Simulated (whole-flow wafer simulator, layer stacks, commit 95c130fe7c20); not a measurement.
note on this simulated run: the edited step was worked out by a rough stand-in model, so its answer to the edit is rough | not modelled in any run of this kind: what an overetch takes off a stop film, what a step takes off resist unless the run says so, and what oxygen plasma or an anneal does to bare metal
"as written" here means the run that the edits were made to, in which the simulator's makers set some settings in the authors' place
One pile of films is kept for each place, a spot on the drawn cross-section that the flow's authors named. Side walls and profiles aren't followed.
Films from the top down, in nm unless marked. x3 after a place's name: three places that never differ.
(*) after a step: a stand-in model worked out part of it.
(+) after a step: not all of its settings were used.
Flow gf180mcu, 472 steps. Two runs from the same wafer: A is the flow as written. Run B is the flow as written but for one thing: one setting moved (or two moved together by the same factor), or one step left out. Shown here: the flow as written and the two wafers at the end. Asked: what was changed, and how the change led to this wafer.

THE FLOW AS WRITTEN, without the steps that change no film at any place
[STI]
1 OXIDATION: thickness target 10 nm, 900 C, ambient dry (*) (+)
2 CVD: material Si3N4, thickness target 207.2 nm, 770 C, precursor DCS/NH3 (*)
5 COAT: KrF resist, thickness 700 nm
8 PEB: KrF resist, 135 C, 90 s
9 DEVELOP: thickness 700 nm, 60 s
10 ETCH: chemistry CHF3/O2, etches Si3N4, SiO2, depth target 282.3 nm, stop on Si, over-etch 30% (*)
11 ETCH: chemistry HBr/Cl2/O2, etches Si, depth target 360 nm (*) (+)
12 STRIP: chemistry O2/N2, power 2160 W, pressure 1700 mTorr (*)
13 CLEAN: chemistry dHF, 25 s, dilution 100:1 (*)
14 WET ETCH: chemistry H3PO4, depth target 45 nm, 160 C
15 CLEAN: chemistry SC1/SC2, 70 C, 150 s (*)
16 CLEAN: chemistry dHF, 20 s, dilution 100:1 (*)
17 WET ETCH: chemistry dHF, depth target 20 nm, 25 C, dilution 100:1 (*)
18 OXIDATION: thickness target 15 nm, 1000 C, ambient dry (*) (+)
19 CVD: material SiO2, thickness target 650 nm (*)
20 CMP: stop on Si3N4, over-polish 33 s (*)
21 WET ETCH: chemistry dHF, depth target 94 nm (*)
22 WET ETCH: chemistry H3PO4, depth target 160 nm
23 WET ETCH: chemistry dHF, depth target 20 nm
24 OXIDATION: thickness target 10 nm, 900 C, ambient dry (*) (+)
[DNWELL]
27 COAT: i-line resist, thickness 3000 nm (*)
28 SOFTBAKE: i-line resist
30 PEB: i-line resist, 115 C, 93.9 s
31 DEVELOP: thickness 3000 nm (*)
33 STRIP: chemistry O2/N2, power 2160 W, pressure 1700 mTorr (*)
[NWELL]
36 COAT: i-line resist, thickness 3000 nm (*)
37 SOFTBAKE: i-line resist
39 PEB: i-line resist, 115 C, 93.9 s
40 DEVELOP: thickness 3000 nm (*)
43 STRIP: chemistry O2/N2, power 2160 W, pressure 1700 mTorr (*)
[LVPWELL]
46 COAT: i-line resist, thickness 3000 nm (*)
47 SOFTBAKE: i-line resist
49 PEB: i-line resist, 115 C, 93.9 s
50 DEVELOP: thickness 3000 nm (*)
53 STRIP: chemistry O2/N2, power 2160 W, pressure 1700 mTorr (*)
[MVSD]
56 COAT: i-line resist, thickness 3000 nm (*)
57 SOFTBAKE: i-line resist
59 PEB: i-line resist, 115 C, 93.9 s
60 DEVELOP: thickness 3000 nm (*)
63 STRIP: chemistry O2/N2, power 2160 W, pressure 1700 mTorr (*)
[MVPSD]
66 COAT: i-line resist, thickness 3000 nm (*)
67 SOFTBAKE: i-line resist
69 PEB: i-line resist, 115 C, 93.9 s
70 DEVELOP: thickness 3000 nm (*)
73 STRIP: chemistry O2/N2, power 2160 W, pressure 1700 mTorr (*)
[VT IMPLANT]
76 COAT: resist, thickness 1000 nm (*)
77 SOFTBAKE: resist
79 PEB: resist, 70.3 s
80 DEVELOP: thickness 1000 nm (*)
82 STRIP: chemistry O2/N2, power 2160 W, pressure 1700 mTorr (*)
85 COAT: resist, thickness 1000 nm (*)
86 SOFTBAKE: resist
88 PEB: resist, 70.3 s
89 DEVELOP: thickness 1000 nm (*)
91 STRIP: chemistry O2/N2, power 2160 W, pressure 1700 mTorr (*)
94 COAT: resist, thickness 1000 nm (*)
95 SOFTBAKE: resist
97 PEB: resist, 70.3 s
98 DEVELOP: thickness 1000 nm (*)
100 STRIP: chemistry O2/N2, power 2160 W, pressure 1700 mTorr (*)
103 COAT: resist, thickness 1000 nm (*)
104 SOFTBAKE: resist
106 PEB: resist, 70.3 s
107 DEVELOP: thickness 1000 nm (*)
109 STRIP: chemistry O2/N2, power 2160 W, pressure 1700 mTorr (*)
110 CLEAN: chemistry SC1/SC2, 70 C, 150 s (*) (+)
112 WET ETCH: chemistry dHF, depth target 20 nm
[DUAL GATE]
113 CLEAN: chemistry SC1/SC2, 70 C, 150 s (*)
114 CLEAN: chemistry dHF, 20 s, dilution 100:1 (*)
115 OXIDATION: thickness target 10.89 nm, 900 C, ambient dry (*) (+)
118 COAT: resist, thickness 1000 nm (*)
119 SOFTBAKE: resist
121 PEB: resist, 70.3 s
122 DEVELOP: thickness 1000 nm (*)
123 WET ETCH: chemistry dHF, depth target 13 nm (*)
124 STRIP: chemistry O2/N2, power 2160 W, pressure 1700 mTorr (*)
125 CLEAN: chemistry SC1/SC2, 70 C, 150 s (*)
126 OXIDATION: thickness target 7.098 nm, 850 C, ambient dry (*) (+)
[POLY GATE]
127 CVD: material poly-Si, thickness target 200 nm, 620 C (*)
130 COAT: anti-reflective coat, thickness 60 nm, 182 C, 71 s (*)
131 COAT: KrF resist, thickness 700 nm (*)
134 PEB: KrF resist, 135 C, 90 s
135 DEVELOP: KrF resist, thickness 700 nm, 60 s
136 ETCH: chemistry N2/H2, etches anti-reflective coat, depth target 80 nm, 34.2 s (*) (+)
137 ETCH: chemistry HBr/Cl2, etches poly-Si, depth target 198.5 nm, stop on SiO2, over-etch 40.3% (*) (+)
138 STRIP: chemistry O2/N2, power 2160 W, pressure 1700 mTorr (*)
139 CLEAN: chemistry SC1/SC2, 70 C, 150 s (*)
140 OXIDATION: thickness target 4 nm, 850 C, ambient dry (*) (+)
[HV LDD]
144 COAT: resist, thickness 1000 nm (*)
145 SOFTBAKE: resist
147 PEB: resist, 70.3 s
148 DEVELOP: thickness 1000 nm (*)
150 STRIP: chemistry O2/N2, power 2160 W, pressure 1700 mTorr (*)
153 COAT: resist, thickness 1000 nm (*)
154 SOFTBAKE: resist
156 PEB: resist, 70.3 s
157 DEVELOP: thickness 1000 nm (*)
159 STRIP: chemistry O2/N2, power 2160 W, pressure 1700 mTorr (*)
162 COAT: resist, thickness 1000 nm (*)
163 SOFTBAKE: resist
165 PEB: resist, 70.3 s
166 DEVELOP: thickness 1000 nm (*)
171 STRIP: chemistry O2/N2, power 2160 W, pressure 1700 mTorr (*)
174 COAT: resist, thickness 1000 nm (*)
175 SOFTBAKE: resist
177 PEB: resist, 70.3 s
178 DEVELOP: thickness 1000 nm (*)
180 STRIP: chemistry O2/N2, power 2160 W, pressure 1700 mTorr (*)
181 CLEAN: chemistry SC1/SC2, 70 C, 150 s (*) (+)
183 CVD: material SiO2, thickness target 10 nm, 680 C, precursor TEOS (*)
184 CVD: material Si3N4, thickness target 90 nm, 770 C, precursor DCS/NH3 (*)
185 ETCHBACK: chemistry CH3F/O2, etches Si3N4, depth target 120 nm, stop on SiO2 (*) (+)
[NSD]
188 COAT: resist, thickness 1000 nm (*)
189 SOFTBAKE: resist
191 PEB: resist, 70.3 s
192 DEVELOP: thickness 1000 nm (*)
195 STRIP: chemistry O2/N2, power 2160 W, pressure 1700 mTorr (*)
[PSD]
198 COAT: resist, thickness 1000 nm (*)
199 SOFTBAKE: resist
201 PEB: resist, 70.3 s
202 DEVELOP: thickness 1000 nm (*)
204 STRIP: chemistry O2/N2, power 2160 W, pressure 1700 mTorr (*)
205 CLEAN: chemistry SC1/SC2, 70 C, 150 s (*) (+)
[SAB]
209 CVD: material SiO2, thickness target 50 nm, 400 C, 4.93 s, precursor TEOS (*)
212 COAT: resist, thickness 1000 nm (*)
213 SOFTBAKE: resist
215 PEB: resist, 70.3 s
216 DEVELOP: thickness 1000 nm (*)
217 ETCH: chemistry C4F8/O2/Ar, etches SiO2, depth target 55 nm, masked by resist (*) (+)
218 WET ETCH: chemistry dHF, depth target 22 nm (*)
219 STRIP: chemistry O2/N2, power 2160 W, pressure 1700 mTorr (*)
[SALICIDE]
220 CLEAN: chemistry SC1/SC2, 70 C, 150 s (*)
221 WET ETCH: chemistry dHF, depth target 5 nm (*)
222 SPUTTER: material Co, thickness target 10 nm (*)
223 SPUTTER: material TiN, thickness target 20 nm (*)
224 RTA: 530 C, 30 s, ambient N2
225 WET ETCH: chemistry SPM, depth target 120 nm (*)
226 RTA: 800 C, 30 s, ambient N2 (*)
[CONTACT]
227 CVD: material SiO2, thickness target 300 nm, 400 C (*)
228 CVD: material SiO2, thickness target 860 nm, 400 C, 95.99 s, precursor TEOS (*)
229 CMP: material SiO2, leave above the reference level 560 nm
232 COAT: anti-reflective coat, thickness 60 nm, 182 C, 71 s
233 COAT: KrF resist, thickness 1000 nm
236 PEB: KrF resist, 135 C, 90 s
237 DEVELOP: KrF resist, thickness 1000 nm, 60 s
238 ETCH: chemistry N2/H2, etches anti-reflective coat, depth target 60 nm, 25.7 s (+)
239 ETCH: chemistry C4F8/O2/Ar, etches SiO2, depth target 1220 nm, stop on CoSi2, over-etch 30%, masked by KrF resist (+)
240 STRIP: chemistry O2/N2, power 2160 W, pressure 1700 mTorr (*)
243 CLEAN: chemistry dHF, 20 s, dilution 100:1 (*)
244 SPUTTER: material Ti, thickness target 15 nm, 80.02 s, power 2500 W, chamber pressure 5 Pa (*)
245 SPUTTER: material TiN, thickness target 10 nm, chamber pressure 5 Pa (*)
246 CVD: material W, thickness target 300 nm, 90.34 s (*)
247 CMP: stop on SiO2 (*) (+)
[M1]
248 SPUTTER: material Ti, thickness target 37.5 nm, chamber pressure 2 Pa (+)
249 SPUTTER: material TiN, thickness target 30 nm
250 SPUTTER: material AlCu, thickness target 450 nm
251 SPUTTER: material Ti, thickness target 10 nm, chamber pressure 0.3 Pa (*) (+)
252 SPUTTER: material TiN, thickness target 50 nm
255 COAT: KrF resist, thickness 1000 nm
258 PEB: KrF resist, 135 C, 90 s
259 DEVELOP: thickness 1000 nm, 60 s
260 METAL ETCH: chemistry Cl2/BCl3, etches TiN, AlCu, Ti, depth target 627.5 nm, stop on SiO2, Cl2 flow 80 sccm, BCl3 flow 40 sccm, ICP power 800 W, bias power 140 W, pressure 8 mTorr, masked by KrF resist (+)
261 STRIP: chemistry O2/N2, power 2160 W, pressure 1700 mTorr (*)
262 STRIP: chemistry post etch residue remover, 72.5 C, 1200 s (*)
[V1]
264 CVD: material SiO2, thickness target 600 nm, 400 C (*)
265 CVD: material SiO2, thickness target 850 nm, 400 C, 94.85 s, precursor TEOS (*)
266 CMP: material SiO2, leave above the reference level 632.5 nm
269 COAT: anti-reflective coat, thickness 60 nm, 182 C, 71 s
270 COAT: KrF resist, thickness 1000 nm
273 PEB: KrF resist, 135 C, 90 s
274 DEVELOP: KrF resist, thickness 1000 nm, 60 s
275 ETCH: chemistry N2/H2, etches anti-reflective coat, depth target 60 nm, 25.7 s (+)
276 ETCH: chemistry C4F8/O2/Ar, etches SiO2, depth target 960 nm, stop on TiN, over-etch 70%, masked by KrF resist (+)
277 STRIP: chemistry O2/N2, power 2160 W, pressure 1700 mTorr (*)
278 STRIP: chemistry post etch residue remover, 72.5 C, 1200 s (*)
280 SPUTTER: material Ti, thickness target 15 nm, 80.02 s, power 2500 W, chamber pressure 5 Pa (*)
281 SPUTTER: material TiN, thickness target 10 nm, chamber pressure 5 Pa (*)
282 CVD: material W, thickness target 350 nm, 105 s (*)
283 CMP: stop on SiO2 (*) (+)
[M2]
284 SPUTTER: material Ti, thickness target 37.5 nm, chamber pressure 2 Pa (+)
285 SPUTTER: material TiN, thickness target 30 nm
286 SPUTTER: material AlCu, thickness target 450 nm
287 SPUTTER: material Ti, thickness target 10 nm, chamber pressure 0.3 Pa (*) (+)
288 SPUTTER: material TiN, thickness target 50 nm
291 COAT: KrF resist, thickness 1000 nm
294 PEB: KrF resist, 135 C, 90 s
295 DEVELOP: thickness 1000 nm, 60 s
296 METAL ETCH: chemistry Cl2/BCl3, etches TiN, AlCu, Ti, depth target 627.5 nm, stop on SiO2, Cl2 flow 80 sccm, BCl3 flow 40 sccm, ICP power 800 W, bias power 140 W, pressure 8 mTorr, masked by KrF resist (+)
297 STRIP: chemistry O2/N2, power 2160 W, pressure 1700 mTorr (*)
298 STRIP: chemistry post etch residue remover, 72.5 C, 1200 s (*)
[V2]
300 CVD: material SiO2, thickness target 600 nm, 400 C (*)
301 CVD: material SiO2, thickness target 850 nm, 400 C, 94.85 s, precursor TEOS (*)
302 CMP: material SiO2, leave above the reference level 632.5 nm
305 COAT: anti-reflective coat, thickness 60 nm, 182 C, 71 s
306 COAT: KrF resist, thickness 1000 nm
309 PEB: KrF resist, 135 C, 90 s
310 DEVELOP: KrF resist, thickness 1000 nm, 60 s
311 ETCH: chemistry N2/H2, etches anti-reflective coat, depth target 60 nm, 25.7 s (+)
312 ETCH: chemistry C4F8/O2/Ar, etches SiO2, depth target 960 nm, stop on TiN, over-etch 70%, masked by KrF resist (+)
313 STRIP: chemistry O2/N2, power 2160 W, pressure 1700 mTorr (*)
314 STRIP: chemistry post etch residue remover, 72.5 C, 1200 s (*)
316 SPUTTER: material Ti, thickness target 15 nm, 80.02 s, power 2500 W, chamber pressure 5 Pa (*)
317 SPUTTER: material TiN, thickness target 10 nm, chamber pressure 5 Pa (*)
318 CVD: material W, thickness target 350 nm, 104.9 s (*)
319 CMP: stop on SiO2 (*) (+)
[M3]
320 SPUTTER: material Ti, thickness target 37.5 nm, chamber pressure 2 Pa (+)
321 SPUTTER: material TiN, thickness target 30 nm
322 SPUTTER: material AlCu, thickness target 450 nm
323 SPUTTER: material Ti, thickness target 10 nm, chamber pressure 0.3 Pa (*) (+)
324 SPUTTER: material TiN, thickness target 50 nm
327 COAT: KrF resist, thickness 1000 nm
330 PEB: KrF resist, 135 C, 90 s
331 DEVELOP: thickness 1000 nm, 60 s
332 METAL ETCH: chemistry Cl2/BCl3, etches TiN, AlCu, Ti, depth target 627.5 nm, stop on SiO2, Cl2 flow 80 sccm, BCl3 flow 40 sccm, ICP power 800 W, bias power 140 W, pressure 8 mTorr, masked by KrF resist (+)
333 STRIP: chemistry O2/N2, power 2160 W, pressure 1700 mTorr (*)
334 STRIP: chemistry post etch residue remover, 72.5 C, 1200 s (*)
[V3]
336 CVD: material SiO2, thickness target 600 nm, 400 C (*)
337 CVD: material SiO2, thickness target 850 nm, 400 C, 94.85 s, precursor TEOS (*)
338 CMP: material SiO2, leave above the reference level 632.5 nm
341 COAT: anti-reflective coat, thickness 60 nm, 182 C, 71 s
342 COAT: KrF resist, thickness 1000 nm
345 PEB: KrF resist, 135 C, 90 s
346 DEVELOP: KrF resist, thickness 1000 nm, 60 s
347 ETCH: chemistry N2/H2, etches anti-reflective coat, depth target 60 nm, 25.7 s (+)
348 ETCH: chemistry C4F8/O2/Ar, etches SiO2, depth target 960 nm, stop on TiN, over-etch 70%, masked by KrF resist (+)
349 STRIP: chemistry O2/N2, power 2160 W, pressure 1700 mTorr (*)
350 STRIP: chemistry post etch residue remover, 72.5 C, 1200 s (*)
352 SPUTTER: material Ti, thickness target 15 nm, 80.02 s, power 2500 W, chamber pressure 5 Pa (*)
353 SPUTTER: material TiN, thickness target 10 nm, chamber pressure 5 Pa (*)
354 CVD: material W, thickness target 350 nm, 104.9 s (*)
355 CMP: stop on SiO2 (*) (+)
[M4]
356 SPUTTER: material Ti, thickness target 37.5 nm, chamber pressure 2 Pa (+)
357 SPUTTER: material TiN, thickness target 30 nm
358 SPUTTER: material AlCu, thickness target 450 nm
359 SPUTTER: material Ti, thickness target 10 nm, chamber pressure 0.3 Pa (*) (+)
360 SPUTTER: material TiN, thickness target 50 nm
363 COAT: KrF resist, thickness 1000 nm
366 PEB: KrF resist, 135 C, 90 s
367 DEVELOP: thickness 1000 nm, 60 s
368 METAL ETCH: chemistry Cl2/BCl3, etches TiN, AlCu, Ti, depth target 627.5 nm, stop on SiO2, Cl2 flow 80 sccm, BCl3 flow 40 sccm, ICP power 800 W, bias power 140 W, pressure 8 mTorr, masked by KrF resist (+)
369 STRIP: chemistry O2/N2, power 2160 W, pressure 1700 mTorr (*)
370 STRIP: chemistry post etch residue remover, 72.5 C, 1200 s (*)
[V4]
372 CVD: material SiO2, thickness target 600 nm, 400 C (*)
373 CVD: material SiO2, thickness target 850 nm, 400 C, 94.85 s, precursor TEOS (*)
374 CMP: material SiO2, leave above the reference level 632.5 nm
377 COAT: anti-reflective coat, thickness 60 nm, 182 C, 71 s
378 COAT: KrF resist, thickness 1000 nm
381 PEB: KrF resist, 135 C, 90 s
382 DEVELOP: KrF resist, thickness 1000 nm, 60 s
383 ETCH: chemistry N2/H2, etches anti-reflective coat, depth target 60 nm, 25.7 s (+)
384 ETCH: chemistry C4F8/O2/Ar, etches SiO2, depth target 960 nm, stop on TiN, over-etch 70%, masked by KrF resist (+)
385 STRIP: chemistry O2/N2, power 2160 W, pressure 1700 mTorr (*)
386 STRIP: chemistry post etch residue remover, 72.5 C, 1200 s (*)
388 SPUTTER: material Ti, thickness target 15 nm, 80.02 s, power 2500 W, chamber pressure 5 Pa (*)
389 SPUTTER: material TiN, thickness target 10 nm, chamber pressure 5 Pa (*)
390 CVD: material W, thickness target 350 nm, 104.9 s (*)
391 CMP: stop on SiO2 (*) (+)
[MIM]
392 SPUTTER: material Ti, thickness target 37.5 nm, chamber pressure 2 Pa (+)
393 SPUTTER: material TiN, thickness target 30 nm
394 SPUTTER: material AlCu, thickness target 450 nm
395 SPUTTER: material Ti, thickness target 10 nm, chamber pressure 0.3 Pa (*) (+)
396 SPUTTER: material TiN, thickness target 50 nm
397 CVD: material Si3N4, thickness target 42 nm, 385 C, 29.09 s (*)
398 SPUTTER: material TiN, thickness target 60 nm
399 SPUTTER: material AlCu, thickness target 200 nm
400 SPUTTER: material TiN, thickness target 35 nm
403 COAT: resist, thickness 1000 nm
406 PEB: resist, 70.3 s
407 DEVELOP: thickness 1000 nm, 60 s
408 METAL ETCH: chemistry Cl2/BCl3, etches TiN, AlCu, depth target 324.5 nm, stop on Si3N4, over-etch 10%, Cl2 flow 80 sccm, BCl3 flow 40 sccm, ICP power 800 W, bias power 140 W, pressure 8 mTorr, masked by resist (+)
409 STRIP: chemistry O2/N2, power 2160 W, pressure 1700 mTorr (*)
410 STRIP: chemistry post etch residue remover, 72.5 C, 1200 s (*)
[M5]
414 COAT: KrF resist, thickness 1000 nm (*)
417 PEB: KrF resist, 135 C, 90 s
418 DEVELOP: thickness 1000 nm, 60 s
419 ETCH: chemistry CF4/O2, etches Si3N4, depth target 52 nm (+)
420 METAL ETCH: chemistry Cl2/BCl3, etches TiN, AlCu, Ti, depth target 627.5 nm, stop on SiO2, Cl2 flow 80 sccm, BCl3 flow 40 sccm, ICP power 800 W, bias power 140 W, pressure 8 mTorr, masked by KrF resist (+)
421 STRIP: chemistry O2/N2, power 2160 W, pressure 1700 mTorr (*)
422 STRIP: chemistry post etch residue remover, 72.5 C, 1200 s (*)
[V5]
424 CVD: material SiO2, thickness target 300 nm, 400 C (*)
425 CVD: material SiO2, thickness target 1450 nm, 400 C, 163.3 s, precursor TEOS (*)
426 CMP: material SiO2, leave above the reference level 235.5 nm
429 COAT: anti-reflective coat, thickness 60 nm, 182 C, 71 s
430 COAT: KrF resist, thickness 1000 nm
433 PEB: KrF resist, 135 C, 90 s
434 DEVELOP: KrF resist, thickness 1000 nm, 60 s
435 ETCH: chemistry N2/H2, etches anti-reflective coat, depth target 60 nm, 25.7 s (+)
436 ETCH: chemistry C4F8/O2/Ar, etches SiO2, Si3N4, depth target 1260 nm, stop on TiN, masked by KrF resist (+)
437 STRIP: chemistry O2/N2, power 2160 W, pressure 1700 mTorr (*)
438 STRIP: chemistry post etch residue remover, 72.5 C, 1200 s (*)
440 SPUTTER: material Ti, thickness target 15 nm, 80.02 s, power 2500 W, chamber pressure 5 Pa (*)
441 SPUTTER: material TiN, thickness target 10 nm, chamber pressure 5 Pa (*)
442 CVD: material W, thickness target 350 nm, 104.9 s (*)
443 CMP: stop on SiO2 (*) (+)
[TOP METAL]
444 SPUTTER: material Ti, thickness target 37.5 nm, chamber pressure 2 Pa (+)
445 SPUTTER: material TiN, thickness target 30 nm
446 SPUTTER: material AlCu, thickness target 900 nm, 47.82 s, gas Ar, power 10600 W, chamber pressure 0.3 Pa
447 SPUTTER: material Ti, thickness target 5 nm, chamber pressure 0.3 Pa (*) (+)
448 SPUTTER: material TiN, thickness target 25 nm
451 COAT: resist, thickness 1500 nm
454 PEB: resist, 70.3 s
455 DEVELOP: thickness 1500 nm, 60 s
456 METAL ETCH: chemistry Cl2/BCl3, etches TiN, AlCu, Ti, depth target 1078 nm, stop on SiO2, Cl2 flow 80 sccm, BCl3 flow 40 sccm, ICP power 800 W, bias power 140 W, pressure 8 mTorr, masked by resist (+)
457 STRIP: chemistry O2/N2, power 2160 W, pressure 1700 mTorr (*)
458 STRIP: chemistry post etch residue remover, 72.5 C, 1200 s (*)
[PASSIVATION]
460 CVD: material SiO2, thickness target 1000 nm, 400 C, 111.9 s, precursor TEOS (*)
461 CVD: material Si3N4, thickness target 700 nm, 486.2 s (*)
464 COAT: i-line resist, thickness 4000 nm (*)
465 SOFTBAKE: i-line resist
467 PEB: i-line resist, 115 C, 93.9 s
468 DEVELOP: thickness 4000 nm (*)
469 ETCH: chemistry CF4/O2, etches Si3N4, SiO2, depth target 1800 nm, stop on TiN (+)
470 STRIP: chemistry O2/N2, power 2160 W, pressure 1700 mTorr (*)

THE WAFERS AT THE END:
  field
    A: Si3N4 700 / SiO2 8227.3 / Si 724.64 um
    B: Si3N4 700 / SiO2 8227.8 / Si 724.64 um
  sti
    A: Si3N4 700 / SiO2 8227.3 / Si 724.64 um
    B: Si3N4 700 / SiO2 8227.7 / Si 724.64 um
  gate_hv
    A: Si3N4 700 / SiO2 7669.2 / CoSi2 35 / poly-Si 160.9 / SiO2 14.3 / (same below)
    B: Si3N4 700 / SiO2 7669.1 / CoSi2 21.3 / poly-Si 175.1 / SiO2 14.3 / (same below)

The cause: step 222, SPUTTER: thickness target 6.1 nm was run, where the flow has thickness target 10 nm.

How the change led to this, step by step:
  222 SPUTTER: material Co, thickness target 10 nm (*)
      field, field__w7, field__w8 and 71 more: A Co +10 (new film) | B Co +6.1 (new film)
      field__w6, field_sub, field_sub__w2: A Co +9.95 (new film) | B Co +6.07 (new film)
      (and at 34 more places)
  224 RTA: 530 C, 30 s, ambient N2
      gate, gate_hv, gate_p and 22 more: A under 1 film: CoSi +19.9 (new film), Co -10 (all of it), poly-Si -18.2 | B under 1 film: CoSi +12.1 (new film), Co -6.1 (all of it), poly-Si -11.1
      active, p_well, sd_n and 11 more: A under 1 film: CoSi +19.9 (new film), Co -10 (all of it), Si -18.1 | B under 1 film: CoSi +12.1 (new film), Co -6.1 (all of it), Si -11.1
      (and at 10 more places)
  225 WET ETCH: chemistry SPM, depth target 120 nm (*)
      field, field__w7, field__w8 and 32 more: A TiN -20 (all of it), Co -10 (all of it) | B TiN -20 (all of it), Co -6.1 (all of it)
      field__w9, nw_enc_fld_lv__w3: A TiN -19.1 (all of it), Co -9.6 (all of it) | B TiN -19.1 (all of it), Co -5.86 (all of it)
      (and at 25 more places)
  226 RTA: 800 C, 30 s, ambient N2 (*)
      gate, gate_hv, gate_p and 22 more: A CoSi2 +35 (new film), CoSi -19.9 (all of it), poly-Si -18.2 | B CoSi2 +21.3 (new film), CoSi -12.1 (all of it), poly-Si -11.1
      active, p_well, sd_n and 11 more: A CoSi2 +35 (new film), CoSi -19.9 (all of it), Si -18.1 | B CoSi2 +21.3 (new film), CoSi -12.1 (all of it), Si -11.1
      (and at 10 more places)
